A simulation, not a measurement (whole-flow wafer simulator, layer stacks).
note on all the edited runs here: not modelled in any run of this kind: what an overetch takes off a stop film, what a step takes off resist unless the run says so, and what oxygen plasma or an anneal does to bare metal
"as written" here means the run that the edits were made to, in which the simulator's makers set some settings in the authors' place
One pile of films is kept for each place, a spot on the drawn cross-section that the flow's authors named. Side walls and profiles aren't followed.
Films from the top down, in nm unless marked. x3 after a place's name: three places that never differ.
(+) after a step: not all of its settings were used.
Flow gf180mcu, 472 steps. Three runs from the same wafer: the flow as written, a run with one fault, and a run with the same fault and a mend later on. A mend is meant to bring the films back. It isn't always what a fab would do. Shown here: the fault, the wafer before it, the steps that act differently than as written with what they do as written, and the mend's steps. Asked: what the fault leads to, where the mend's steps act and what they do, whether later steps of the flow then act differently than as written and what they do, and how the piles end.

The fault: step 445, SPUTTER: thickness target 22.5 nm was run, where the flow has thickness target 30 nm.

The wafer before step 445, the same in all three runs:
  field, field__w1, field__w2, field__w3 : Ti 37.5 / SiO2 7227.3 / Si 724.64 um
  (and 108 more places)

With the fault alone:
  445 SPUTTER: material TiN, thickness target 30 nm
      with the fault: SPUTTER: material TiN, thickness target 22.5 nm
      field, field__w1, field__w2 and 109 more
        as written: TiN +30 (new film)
        with the fault: TiN +22.5 (new film)
  Later steps of the flow that act differently than as written (5 more steps differ only slightly, by at most 2% or 0.5 nm, whichever is larger, and aren't shown):
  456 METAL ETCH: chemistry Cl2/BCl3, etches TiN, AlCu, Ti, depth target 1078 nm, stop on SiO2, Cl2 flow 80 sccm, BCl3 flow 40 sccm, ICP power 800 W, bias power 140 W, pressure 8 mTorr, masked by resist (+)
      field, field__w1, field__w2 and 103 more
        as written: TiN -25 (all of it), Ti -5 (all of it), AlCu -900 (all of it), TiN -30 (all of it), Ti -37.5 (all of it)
        with the fault: TiN -25 (all of it), Ti -5 (all of it), AlCu -900 (all of it), TiN -22.5 (all of it), Ti -37.5 (all of it)
  At the end the piles differ from the flow's by more than 2% or 0.5 nm, whichever is larger, at field__w8, contact, m1, m1__w1, pad, m1_nw.
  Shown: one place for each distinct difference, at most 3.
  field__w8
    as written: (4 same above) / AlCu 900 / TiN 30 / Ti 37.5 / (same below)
    with the fault: (4 same above) / AlCu 900 / TiN 22.5 / Ti 37.5 / (same below)
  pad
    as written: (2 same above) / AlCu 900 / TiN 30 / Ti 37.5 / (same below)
    with the fault: (2 same above) / AlCu 900 / TiN 22.5 / Ti 37.5 / (same below)

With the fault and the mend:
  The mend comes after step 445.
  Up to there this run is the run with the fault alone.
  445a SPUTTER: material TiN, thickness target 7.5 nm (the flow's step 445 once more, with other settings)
      field, field__w1, field__w2 and 109 more
        TiN +7.5
  No later step of the flow acts differently than as written at any place that is followed.
  At the end the piles are the same as the flow's at every place that both follow.
